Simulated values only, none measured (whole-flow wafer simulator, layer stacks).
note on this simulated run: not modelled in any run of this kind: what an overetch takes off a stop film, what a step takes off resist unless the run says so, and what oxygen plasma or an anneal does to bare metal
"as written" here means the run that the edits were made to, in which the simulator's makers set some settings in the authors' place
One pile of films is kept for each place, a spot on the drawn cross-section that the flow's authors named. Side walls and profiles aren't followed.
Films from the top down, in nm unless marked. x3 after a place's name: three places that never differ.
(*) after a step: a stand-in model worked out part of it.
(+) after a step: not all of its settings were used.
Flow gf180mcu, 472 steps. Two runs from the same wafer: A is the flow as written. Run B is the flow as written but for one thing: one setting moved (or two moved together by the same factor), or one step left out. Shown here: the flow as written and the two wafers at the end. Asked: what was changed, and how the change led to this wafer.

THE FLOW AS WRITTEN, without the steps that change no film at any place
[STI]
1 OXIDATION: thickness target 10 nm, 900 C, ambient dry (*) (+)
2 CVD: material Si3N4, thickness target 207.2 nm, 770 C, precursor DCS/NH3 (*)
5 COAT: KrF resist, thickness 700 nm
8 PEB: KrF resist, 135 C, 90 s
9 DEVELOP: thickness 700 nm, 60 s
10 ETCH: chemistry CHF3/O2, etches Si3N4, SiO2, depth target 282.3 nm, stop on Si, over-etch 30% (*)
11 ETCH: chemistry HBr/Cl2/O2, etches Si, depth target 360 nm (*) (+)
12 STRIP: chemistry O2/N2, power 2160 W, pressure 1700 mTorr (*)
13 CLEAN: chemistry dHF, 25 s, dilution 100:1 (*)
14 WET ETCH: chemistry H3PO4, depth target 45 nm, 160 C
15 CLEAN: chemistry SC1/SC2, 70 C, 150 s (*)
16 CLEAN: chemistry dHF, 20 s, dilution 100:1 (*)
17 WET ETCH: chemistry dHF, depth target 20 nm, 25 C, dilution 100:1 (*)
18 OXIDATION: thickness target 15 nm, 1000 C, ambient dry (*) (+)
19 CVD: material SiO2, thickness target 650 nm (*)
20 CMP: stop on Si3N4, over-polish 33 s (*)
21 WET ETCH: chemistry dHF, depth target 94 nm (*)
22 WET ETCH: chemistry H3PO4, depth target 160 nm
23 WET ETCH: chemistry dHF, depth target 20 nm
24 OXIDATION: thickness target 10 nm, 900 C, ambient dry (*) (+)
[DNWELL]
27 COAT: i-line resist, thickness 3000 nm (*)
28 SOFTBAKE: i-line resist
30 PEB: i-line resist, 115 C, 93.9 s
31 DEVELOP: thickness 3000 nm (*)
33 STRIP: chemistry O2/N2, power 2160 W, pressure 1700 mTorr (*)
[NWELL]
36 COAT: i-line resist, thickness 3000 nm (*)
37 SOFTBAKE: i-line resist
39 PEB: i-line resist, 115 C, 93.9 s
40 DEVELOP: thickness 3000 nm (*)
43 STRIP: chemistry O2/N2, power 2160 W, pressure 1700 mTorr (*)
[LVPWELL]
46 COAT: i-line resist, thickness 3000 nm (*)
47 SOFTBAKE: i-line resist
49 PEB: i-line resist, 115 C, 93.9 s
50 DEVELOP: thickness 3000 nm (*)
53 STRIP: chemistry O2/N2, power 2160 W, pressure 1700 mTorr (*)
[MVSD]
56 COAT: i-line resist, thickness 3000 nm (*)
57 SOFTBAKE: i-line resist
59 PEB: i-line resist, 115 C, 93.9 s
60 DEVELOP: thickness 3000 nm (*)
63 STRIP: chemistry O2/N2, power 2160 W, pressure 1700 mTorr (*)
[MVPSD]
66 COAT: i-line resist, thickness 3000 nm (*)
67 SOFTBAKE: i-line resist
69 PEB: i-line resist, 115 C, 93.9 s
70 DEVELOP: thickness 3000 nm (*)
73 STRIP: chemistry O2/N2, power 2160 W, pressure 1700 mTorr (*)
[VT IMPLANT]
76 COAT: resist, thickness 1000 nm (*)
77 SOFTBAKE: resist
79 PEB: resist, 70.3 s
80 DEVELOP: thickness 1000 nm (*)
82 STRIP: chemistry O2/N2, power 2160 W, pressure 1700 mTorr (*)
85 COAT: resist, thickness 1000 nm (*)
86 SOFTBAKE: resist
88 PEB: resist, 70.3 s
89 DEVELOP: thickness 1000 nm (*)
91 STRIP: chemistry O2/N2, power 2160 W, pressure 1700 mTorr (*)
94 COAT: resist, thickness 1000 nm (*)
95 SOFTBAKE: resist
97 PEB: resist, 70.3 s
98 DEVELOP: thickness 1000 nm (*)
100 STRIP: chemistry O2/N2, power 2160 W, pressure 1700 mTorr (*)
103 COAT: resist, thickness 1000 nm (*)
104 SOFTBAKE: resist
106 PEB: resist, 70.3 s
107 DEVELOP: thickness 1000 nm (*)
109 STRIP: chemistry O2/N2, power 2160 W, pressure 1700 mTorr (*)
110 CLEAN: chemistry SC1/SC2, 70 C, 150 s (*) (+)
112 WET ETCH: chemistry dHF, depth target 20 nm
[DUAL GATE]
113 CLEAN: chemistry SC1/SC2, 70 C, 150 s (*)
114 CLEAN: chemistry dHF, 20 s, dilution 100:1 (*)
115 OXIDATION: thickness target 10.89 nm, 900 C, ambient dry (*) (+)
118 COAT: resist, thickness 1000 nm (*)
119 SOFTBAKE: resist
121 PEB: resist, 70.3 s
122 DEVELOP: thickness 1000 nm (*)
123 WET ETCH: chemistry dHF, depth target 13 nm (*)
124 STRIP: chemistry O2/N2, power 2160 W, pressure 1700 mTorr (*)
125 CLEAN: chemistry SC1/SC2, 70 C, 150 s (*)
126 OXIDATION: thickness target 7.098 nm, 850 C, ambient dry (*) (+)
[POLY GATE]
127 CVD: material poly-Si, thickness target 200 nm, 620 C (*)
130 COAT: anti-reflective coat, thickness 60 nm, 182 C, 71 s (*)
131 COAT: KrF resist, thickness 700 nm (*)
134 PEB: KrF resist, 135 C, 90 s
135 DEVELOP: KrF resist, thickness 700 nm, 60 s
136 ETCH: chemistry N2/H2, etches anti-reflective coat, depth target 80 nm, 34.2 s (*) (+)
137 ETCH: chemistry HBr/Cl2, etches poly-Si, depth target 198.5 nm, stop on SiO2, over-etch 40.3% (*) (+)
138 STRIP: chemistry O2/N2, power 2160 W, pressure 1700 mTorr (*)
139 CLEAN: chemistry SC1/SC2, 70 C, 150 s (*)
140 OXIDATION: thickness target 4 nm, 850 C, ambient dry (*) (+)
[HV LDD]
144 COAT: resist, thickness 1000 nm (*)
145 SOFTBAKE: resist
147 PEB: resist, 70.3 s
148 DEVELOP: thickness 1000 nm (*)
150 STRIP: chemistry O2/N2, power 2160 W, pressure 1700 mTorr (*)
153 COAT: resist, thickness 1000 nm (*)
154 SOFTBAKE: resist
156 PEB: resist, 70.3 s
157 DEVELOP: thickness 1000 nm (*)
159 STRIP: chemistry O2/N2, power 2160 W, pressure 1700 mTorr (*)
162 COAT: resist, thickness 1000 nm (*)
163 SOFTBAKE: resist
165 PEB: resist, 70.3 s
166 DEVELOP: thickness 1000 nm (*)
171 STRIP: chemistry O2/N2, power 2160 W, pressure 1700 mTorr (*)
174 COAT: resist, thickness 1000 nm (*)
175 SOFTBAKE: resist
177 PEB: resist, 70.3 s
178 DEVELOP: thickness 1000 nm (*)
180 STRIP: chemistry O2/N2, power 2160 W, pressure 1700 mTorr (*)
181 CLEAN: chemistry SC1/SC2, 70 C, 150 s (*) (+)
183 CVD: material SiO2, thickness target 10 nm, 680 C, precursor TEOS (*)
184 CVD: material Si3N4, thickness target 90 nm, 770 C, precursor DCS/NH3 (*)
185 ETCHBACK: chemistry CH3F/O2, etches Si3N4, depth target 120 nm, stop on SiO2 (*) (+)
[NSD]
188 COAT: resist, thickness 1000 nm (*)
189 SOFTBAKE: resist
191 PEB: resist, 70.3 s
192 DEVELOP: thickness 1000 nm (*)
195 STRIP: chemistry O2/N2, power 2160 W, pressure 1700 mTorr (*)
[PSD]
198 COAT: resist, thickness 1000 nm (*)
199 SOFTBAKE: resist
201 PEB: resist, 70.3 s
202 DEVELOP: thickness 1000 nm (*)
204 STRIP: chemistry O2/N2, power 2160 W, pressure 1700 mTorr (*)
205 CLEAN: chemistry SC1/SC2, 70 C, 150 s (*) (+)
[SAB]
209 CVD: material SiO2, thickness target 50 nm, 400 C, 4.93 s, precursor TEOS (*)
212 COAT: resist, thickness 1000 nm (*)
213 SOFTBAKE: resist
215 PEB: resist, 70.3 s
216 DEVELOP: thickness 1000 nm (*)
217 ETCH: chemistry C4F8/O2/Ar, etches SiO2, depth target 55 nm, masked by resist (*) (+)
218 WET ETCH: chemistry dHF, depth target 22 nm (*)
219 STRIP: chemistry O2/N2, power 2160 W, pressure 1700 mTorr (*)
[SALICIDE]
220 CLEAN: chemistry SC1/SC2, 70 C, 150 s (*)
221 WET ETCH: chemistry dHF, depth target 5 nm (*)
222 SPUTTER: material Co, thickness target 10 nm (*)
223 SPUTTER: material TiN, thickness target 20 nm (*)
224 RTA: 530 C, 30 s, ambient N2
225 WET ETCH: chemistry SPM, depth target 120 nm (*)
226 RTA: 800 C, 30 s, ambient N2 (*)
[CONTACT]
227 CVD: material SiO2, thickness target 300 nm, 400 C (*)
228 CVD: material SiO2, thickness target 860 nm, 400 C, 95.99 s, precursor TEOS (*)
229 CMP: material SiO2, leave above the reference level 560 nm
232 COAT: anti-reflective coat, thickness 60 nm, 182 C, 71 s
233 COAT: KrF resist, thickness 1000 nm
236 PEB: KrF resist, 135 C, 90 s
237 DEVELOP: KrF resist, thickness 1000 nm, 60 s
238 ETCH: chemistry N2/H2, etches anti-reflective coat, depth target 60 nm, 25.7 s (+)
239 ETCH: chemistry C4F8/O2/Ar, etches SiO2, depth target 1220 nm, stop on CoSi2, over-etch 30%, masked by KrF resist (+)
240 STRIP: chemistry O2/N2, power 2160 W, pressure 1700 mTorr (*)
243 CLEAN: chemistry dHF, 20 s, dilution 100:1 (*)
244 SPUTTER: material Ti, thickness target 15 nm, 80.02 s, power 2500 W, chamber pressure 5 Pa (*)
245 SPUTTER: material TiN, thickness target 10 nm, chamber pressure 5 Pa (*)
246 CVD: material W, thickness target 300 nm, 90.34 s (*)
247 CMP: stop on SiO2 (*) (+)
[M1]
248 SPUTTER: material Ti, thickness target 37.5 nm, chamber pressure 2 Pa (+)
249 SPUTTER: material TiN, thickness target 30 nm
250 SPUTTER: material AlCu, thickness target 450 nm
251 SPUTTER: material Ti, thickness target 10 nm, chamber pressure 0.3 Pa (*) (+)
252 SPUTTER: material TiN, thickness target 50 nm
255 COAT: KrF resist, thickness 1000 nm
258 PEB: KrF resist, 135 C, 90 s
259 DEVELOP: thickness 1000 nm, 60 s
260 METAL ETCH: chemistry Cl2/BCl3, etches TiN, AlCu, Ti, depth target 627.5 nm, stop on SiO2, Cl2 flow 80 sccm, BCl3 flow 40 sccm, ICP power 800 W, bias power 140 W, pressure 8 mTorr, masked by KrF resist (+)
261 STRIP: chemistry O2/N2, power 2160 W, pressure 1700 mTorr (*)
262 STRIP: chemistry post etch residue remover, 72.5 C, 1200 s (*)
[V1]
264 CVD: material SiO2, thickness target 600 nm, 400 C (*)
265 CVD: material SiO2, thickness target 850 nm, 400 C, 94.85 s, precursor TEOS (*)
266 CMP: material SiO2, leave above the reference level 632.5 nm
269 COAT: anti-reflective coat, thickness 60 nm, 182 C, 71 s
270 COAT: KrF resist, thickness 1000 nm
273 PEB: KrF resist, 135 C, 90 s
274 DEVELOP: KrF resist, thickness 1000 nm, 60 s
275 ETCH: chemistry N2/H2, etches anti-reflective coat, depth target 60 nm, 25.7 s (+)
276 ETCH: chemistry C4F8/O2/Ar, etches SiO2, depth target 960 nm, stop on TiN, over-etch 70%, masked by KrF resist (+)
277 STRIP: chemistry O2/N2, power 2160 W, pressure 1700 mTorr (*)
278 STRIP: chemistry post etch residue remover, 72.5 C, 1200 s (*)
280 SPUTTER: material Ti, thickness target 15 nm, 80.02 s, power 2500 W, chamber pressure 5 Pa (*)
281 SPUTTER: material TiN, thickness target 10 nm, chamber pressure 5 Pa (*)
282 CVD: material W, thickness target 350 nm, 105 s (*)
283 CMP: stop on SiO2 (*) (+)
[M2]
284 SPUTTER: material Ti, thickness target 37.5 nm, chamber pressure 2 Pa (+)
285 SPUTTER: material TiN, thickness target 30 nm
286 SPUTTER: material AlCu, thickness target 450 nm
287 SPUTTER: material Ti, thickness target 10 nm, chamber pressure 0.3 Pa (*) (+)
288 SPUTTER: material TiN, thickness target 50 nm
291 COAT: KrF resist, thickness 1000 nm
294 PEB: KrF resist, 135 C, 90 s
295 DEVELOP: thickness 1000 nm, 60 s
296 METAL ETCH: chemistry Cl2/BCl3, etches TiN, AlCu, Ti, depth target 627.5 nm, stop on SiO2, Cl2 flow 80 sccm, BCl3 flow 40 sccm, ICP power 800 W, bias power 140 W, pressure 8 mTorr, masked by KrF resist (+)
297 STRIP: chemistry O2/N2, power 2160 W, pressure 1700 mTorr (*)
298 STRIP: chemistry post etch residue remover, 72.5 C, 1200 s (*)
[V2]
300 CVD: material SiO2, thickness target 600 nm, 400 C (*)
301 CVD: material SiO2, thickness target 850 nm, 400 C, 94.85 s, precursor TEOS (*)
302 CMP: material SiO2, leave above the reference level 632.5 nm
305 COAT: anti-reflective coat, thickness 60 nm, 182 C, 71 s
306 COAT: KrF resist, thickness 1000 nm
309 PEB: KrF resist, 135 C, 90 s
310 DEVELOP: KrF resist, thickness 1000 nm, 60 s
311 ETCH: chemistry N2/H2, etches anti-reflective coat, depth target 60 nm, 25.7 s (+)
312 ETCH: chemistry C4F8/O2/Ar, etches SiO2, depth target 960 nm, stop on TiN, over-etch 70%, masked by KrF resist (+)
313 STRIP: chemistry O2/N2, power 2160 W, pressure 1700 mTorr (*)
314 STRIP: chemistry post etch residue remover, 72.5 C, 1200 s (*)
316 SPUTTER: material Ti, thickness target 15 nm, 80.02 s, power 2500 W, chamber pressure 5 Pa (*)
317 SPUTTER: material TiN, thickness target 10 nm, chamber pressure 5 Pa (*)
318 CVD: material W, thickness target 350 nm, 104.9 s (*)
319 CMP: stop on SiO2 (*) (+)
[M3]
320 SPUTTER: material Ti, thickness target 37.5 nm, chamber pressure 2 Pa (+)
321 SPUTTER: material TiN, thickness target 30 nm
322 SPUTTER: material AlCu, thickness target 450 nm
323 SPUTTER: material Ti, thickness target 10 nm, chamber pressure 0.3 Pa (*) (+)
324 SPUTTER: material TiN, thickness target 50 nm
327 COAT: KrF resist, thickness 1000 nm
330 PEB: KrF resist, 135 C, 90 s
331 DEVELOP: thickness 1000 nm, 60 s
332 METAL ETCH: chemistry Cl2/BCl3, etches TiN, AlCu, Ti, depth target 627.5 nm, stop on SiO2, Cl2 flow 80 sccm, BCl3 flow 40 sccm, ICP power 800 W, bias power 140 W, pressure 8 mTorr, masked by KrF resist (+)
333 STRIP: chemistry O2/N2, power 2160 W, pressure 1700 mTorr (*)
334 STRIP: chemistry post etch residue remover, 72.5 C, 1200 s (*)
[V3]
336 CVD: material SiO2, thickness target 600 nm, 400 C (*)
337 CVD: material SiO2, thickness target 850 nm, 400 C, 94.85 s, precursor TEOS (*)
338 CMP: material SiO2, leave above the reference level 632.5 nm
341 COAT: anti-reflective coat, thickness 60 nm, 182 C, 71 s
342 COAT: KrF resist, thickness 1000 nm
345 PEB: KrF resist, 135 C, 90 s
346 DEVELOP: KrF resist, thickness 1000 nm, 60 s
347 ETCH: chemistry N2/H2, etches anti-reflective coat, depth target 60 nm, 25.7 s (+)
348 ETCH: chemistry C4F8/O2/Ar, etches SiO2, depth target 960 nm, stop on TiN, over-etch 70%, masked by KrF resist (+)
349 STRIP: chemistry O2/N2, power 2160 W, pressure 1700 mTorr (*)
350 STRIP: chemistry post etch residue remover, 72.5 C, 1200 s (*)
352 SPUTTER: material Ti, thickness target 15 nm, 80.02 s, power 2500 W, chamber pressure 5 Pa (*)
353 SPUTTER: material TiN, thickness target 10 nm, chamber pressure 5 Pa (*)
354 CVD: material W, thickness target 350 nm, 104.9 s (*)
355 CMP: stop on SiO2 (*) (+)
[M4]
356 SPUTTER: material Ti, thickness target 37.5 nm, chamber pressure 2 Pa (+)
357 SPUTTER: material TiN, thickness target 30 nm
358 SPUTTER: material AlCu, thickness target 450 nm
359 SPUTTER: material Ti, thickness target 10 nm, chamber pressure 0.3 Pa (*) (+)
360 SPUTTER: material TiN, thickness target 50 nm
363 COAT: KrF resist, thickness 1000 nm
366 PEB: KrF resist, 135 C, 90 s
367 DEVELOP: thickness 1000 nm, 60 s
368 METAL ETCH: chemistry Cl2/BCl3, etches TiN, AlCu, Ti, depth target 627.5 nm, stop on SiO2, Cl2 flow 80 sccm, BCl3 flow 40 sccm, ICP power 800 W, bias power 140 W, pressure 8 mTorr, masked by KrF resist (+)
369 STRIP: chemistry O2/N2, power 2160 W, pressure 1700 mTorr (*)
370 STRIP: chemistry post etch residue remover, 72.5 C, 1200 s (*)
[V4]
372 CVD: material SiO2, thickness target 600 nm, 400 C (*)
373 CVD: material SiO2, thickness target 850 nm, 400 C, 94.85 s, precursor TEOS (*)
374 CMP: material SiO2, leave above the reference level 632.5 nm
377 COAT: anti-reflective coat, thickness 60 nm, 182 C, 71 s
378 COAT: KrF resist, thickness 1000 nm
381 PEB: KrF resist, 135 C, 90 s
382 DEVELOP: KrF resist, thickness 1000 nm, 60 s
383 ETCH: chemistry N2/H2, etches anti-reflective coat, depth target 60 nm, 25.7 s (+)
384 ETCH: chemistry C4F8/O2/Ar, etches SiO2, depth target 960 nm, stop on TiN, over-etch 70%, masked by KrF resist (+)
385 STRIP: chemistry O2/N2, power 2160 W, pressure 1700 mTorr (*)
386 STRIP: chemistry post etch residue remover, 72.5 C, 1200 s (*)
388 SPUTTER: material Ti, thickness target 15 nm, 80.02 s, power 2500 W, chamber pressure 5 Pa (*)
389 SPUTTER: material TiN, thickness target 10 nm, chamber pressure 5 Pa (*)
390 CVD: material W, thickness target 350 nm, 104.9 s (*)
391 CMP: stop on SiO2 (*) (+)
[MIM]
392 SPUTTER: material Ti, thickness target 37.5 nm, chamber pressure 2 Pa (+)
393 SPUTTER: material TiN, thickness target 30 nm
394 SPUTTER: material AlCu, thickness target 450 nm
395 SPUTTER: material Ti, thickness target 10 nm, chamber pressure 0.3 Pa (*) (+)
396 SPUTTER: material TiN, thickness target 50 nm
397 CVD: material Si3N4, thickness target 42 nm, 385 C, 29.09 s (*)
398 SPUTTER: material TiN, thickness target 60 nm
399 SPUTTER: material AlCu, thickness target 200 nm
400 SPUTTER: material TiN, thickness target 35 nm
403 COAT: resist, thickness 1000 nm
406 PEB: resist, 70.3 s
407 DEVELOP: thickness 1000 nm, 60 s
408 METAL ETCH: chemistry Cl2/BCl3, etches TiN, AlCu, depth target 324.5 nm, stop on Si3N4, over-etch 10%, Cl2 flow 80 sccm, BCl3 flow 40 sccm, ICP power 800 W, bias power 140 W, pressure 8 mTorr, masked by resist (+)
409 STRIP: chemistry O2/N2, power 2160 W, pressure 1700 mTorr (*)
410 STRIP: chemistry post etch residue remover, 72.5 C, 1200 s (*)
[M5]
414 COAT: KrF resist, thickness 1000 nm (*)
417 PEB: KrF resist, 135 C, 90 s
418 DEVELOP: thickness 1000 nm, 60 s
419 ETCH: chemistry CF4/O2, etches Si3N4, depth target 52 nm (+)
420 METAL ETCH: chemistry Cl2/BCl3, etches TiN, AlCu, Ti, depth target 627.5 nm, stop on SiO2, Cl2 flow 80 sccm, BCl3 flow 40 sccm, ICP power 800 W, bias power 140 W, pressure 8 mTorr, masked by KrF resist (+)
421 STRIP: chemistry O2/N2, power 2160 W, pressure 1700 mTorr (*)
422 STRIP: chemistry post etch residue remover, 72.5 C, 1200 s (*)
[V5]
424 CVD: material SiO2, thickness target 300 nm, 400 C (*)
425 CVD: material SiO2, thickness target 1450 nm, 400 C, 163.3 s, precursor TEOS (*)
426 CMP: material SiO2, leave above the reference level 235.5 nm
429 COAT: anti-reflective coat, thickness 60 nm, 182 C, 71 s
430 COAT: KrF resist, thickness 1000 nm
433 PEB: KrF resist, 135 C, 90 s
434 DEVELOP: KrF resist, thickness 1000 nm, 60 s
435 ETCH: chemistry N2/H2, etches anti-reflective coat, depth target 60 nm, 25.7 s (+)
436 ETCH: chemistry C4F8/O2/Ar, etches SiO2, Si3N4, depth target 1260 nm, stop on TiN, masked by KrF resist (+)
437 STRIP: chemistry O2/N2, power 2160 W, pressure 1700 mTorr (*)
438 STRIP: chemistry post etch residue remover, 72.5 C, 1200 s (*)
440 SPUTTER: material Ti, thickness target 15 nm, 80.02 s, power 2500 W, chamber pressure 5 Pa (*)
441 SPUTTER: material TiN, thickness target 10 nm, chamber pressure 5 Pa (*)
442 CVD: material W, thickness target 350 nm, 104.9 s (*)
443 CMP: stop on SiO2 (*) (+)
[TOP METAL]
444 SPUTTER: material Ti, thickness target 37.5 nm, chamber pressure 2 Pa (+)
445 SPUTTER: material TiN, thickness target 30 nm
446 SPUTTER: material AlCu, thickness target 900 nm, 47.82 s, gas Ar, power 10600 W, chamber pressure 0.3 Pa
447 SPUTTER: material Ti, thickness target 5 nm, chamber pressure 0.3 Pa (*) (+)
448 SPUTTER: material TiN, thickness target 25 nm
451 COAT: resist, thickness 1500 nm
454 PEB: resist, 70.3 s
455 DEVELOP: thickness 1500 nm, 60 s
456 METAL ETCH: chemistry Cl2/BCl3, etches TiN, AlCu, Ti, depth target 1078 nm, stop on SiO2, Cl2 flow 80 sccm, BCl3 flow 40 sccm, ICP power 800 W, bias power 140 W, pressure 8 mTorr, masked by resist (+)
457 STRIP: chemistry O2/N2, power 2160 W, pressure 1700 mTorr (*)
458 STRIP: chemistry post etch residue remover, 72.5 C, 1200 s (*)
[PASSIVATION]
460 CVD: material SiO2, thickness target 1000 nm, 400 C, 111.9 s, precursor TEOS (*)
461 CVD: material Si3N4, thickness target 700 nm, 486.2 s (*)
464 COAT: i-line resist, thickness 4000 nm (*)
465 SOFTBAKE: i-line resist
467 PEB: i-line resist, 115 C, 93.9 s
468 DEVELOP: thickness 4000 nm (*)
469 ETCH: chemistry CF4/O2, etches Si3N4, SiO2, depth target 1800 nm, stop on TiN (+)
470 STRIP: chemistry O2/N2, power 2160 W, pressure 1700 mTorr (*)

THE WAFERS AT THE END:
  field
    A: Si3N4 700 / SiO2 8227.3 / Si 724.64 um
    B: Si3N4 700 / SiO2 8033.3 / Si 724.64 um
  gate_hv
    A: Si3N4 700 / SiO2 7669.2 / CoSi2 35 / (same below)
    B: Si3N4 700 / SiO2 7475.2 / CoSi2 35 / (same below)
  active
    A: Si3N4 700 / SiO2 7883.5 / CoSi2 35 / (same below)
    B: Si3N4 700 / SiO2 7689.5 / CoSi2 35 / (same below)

The cause: step 322, SPUTTER: thickness target 256 nm was run, where the flow has thickness target 450 nm.

How the change led to this, step by step:
  322 SPUTTER: material AlCu, thickness target 450 nm
      field, field__w1, field__w2 and 108 more: A AlCu +450 (new film) | B AlCu +256 (new film)
  332 METAL ETCH: chemistry Cl2/BCl3, etches TiN, AlCu, Ti, depth target 627.5 nm, stop on SiO2, Cl2 flow 80 sccm, BCl3 flow 40 sccm, ICP power 800 W, bias power 140 W, pressure 8 mTorr, masked by KrF resist (+)
      field, field__w1, field__w2 and 103 more: A TiN -50 (all of it), Ti -10 (all of it), AlCu -450 (all of it), TiN -30 (all of it), Ti -37.5 (all of it) | B TiN -50 (all of it), Ti -10 (all of it), AlCu -256 (all of it), TiN -30 (all of it), Ti -37.5 (all of it)
      field__w8, contact, m1, m1__w1, m1_nw: A KrF resist -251 | B KrF resist -230.1
  333 STRIP: chemistry O2/N2, power 2160 W, pressure 1700 mTorr (*)
      field__w8, contact, m1, m1__w1, m1_nw: A KrF resist -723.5 (all of it) | B KrF resist -744.4 (all of it)
  338 CMP: material SiO2, leave above the reference level 632.5 nm
      field, field__w1, field__w2 and 103 more: A SiO2 -300 | B SiO2 -494
